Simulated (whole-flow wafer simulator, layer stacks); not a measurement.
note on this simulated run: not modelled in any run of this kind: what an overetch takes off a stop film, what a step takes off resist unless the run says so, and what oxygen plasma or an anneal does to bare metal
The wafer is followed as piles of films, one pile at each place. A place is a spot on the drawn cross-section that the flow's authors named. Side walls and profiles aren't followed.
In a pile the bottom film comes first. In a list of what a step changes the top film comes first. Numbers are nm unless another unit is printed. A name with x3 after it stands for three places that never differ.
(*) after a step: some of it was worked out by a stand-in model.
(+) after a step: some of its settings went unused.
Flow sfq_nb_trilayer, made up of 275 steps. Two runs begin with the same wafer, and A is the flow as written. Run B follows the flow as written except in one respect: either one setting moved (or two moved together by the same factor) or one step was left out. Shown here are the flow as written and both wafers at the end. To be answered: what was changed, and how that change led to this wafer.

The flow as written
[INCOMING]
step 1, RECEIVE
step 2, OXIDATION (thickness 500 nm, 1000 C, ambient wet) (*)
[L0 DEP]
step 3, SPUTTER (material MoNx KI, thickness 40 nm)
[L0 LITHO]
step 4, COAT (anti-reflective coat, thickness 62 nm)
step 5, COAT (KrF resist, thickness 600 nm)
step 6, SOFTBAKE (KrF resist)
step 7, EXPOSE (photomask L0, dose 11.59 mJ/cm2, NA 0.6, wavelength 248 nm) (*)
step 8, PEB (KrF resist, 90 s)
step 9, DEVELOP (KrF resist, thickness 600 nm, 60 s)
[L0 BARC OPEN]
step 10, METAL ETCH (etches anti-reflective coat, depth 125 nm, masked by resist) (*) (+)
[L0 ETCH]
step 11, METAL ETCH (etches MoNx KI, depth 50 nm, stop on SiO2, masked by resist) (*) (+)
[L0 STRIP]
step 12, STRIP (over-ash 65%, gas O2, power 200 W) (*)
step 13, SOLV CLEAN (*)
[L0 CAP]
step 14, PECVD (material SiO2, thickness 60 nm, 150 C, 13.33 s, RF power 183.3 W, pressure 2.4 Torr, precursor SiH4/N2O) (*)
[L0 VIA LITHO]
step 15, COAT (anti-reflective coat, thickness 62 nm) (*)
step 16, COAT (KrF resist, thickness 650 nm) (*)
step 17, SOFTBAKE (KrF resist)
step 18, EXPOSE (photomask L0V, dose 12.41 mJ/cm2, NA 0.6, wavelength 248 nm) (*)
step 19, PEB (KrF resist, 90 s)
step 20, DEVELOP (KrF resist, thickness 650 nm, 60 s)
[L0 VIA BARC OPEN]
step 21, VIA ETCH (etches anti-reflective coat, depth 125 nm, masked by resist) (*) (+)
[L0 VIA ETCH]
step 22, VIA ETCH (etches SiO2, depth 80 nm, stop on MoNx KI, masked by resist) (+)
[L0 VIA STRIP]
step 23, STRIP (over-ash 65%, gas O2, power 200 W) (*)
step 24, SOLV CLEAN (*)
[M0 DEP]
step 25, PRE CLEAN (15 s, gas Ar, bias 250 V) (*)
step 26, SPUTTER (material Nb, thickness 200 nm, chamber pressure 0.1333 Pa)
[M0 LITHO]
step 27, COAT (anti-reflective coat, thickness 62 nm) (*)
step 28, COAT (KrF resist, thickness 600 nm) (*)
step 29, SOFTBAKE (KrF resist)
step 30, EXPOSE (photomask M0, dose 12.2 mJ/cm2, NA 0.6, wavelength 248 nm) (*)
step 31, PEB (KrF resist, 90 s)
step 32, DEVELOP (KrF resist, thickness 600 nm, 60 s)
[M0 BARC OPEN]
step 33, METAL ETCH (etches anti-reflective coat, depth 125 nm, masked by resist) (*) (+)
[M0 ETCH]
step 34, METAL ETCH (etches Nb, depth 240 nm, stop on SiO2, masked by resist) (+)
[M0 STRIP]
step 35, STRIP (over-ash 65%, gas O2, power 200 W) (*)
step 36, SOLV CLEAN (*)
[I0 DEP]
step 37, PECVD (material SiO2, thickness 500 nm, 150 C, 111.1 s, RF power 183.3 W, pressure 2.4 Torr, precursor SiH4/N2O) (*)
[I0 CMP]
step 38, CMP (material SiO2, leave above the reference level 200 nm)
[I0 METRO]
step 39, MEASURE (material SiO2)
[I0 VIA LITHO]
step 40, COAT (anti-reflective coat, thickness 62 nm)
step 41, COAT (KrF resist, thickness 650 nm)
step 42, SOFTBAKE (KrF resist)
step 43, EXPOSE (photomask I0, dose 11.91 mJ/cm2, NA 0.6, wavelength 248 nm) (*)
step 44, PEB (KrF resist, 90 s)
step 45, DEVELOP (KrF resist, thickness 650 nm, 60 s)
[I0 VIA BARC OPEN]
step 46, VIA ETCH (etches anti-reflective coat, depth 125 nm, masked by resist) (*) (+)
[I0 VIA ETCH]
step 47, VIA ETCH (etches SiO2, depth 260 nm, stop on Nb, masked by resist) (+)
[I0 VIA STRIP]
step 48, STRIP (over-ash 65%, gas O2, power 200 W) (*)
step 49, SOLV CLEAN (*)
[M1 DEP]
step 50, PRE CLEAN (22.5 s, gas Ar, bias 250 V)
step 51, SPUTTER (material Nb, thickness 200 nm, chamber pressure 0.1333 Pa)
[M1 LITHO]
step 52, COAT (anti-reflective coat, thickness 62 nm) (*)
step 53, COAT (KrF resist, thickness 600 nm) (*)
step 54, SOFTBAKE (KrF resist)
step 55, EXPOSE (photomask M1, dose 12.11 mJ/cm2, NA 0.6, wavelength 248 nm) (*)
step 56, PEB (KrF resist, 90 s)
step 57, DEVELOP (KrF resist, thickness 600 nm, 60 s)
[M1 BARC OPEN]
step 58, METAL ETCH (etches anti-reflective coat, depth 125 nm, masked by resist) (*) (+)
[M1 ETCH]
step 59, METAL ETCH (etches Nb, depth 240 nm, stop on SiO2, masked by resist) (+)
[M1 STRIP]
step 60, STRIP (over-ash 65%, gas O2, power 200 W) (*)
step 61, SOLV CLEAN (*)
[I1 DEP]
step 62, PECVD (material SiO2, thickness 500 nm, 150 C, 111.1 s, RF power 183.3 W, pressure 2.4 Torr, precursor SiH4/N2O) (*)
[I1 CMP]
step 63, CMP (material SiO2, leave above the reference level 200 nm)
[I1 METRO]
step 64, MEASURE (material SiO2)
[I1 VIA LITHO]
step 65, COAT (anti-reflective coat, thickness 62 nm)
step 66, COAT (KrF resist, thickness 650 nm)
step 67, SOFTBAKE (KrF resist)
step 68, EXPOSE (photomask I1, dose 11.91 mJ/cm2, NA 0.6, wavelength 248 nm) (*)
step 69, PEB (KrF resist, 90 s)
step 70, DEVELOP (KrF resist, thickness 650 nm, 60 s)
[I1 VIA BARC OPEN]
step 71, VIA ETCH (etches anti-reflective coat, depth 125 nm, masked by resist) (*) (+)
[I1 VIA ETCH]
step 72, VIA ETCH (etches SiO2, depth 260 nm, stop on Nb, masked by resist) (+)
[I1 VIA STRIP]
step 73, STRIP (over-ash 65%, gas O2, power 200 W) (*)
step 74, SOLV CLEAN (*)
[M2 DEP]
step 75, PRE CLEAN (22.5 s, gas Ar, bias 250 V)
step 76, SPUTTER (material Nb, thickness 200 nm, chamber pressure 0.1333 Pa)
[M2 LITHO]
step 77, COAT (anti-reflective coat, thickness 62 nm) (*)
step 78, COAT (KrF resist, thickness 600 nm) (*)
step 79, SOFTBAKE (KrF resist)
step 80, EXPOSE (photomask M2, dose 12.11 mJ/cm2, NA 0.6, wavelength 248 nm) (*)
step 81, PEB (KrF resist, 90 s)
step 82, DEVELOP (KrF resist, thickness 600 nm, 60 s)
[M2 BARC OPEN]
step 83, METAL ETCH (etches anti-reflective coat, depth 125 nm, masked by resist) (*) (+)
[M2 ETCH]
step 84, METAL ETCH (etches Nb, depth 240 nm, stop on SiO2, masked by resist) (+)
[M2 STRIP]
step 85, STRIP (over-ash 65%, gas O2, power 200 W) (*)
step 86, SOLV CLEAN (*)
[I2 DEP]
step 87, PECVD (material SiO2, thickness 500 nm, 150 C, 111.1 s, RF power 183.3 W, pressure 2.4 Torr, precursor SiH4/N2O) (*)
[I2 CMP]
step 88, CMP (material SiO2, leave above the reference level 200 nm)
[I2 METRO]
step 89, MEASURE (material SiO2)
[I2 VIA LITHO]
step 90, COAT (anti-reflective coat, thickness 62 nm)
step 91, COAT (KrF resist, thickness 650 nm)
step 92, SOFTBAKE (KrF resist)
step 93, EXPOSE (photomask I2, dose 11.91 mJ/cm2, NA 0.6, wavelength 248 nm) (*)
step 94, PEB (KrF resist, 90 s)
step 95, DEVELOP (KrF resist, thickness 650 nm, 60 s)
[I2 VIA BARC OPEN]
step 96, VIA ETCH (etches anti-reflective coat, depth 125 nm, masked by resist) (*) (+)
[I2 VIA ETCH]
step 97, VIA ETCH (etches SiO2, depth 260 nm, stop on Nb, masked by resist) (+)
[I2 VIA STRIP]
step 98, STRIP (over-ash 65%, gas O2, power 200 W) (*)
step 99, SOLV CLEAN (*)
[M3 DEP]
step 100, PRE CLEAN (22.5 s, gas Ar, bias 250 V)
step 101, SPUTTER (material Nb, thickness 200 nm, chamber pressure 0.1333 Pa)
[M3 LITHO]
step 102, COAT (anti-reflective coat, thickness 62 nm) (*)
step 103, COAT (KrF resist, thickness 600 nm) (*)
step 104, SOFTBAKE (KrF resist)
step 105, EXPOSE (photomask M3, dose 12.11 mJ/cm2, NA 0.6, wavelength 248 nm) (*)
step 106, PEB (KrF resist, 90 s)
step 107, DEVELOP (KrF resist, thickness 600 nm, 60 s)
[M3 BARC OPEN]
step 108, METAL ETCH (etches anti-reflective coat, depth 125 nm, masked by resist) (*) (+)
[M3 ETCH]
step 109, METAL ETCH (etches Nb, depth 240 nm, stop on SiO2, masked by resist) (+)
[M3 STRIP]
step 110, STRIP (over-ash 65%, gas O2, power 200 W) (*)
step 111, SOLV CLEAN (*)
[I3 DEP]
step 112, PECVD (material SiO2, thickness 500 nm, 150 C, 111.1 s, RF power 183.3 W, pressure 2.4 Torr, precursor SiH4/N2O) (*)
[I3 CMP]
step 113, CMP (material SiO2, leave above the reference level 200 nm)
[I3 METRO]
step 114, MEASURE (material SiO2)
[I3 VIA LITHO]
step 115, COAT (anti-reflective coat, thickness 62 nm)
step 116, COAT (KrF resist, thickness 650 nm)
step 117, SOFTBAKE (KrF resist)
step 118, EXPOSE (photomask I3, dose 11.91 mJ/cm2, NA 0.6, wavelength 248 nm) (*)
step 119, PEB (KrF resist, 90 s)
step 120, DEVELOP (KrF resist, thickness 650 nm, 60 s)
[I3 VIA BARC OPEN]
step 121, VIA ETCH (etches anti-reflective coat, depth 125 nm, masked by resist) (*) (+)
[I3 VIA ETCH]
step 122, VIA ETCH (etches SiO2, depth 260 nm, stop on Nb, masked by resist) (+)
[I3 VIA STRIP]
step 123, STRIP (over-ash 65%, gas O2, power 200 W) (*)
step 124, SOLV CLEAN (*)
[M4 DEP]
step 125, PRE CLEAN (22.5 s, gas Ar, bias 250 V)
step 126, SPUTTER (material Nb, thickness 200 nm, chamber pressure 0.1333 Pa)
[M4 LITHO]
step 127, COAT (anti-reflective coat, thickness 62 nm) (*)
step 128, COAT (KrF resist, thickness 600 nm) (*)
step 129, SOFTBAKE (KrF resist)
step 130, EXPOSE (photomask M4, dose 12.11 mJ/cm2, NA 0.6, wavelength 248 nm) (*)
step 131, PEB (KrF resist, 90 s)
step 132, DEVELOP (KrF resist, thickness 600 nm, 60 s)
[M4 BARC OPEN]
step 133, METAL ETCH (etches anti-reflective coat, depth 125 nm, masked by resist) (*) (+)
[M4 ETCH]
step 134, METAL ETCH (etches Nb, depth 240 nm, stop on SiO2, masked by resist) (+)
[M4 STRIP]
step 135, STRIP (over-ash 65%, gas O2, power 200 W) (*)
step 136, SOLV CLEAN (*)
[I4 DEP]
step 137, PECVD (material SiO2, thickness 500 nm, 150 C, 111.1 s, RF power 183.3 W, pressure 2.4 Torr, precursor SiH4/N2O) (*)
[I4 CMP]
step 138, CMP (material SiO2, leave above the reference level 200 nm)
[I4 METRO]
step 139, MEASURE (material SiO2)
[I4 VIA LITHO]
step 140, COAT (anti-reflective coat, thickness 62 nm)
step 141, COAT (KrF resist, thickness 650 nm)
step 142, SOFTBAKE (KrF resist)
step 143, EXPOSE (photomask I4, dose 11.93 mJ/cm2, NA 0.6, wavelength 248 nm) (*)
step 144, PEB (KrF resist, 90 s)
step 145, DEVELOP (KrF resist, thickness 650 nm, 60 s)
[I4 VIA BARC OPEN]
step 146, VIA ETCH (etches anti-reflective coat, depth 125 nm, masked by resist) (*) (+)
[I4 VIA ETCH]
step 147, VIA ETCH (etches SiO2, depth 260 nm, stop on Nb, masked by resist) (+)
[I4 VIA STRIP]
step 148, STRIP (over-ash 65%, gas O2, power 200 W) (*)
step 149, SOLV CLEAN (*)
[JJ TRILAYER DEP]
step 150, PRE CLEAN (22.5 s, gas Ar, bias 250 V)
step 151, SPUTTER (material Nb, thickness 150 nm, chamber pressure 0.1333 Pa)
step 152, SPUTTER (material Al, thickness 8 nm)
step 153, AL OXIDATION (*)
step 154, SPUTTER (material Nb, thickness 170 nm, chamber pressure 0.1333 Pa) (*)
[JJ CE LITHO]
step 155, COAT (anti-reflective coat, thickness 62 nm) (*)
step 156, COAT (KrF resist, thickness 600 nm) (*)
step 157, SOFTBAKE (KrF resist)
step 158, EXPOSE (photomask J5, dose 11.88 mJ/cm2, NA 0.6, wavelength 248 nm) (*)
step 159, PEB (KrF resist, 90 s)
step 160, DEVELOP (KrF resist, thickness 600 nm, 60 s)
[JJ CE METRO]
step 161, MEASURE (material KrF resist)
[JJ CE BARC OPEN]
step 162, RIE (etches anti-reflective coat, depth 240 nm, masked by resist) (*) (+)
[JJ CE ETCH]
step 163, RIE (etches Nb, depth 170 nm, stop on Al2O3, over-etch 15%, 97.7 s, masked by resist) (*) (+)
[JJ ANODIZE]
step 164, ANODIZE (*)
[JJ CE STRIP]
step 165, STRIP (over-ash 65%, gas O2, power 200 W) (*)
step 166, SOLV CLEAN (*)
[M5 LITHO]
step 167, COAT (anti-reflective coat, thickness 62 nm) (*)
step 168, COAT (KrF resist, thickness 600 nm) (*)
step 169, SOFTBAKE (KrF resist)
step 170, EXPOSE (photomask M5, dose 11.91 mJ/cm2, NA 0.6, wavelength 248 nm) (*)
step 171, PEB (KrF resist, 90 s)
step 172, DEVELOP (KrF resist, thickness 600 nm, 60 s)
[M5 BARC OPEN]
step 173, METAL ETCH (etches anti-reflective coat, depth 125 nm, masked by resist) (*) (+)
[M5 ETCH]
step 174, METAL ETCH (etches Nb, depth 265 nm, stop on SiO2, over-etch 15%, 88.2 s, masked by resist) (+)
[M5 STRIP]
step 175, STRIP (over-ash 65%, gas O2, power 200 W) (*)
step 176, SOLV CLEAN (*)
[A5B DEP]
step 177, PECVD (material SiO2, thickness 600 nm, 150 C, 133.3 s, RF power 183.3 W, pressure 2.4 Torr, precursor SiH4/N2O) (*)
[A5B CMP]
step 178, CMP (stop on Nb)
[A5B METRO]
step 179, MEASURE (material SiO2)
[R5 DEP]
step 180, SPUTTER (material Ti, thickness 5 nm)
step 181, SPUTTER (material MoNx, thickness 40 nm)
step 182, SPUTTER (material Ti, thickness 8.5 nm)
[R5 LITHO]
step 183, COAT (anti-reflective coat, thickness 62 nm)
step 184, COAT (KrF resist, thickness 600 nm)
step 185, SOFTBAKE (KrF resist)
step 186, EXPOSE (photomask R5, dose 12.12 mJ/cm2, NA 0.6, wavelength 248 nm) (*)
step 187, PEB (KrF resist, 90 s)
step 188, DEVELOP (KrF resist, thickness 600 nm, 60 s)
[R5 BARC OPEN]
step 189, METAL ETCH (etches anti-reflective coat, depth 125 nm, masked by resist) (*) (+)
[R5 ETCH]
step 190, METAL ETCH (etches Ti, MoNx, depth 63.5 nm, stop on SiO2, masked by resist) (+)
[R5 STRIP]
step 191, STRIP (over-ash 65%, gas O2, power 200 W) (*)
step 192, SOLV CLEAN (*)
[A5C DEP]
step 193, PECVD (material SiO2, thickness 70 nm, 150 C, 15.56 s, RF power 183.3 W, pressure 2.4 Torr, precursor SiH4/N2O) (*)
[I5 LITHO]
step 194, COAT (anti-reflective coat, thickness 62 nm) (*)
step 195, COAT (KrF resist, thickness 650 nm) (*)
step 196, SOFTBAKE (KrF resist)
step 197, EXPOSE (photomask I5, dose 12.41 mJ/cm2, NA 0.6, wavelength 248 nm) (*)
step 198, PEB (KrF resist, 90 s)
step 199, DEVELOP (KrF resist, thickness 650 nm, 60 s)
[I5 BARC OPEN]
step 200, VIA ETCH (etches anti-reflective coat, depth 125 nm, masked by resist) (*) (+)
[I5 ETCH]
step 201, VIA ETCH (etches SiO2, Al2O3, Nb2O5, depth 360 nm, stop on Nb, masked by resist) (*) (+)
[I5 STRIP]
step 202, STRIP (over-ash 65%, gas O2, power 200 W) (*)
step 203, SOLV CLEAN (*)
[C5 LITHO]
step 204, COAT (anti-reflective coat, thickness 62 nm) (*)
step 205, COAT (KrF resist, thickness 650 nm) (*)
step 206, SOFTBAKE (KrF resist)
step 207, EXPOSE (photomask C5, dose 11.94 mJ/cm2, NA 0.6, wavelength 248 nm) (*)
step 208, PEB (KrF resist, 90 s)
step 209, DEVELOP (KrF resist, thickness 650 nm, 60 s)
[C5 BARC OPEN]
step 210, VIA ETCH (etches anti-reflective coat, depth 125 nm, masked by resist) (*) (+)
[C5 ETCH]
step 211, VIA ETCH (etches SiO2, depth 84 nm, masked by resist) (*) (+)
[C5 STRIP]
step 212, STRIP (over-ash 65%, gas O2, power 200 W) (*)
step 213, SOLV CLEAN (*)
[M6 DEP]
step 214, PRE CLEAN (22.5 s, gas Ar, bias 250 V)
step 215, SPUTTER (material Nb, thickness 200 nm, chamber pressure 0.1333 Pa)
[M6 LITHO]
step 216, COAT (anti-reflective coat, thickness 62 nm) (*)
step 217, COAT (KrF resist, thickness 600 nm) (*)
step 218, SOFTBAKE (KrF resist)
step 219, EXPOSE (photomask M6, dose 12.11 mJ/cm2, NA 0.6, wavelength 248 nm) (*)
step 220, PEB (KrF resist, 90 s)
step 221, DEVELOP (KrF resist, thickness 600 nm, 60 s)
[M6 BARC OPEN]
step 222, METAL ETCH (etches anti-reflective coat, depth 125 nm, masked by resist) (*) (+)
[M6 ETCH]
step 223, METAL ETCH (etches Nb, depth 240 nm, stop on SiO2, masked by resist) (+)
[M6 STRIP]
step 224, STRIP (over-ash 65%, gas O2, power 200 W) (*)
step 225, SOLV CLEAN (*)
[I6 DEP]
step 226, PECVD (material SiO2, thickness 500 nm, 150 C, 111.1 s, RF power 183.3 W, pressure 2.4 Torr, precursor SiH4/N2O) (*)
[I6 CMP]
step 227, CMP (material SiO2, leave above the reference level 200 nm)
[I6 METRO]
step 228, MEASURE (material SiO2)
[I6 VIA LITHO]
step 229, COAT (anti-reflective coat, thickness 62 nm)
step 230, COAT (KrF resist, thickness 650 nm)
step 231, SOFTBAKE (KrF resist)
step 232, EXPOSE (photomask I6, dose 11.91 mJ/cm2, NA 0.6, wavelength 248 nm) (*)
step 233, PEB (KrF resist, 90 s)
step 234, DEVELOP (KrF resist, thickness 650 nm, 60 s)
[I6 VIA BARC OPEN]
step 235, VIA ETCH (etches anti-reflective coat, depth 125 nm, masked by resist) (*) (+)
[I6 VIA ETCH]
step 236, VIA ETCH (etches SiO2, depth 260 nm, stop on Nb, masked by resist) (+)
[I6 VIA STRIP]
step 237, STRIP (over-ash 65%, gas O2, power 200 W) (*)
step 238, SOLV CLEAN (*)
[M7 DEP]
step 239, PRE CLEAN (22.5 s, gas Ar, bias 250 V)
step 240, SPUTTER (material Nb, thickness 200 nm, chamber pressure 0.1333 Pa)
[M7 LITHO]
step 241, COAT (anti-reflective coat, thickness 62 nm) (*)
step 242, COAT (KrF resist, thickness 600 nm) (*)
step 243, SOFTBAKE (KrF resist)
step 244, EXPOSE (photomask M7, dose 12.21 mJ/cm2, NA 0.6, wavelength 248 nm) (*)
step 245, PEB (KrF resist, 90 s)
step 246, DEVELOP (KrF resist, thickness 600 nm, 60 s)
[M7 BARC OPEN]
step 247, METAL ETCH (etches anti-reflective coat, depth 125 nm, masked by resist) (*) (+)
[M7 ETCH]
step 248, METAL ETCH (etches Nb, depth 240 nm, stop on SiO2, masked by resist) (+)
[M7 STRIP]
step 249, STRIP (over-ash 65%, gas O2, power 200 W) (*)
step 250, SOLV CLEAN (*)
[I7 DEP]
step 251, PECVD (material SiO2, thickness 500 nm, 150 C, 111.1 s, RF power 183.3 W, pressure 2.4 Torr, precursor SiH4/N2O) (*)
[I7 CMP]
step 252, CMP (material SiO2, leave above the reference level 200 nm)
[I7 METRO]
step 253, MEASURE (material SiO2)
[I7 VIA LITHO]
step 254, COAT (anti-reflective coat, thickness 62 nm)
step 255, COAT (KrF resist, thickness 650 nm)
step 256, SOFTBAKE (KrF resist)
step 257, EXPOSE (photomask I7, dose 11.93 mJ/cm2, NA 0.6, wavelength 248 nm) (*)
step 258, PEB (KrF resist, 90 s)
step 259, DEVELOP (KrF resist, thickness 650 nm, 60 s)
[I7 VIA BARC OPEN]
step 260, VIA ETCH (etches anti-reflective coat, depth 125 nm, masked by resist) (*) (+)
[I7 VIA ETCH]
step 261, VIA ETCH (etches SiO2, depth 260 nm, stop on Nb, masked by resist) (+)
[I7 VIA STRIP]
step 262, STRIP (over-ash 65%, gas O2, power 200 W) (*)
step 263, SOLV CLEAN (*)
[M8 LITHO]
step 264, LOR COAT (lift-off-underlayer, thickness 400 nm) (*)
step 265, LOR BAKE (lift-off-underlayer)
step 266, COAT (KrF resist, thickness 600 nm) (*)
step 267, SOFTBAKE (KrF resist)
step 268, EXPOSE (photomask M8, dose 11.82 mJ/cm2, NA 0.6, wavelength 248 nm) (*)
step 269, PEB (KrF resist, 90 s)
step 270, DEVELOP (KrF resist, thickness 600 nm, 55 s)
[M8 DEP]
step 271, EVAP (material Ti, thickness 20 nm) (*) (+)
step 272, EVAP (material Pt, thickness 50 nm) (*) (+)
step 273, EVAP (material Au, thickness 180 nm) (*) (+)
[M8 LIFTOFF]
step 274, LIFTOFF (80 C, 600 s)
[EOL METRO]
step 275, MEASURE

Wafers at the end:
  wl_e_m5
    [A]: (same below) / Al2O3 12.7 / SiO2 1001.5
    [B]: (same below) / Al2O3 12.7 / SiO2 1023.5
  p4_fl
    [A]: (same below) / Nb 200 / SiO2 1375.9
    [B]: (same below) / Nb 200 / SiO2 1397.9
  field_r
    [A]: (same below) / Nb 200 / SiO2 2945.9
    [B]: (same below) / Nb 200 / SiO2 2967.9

What caused this: step 240, SPUTTER: thickness 222 nm was run, whereas the flow has thickness 200 nm.

Step by step, how the change led to this:
  step 240, SPUTTER (material Nb, thickness 200 nm, chamber pressure 0.1333 Pa)
      field_l, v_sur, via_wl and 102 more: A +200 Nb (new film) | B +222 Nb (new film)
      via_v: A +161.1 Nb | B +178.9 Nb
  step 248, METAL ETCH (etches Nb, depth 240 nm, stop on SiO2, masked by resist) (+)
      field_l, field_r, lsp_l and 62 more: A -200 Nb (all of it) | B -222 Nb (all of it)
  step 251, PECVD (material SiO2, thickness 500 nm, 150 C, 111.1 s, RF power 183.3 W, pressure 2.4 Torr, precursor SiH4/N2O) (*)
      m7r_space_l x2: A +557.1 SiO2 | B +579.1 SiO2
  step 252, CMP (material SiO2, leave above the reference level 200 nm)
      field_l, p4_fl, p4_fm and 56 more: A -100 SiO2 | B -78 SiO2
      field_r, lsp_l: A -77.7 SiO2 | B -53.2 SiO2
      (as well as at 2 more places)
